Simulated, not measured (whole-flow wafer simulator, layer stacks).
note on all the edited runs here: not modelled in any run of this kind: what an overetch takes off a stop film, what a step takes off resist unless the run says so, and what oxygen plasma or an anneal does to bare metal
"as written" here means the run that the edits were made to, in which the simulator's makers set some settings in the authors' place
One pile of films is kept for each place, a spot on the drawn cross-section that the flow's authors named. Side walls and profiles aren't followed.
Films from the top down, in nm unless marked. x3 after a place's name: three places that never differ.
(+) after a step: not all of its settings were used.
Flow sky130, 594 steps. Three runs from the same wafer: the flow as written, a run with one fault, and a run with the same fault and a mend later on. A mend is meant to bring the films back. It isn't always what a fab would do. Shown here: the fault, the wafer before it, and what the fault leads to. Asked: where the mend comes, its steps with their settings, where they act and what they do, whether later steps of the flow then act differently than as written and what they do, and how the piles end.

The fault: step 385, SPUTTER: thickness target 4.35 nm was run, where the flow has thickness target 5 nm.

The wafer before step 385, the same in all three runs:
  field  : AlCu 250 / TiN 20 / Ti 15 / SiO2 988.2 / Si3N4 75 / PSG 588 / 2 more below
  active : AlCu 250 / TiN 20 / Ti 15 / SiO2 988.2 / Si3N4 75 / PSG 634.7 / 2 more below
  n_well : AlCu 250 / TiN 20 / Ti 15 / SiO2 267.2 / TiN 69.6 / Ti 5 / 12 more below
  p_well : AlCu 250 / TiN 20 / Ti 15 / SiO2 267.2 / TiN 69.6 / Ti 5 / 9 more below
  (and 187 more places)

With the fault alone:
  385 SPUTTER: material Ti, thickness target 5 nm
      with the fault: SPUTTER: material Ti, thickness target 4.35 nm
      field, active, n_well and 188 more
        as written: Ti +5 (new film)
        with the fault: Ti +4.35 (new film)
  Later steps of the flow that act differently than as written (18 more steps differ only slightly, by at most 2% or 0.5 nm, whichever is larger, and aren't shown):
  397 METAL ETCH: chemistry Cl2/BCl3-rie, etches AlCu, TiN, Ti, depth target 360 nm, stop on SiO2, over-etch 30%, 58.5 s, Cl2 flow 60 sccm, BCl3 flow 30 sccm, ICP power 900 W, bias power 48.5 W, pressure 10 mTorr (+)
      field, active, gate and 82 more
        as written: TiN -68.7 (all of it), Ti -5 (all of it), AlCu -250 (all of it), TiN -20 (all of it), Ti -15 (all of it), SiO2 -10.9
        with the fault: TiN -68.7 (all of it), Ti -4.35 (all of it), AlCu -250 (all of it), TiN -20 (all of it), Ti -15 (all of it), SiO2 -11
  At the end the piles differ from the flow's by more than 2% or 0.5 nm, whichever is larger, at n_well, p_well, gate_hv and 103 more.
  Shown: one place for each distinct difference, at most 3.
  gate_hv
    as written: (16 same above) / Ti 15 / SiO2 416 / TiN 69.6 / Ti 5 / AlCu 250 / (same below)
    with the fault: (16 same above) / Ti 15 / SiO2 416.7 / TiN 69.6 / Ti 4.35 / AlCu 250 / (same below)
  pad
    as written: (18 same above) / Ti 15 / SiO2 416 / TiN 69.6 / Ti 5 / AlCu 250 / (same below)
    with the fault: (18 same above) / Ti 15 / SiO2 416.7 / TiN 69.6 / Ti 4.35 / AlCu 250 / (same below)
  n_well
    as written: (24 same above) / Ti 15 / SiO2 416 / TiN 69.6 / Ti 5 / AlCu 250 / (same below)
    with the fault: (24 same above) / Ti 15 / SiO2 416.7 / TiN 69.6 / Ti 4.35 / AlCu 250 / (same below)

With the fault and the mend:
  The mend comes after step 385.
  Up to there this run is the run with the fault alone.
  385a SPUTTER: material Ti, thickness target 0.65 nm (the flow's step 385 once more, with other settings)
      field, active, n_well and 188 more
        Ti +0.65
  No later step of the flow acts differently than as written at any place that is followed.
  At the end the piles are the same as the flow's at every place that both follow.
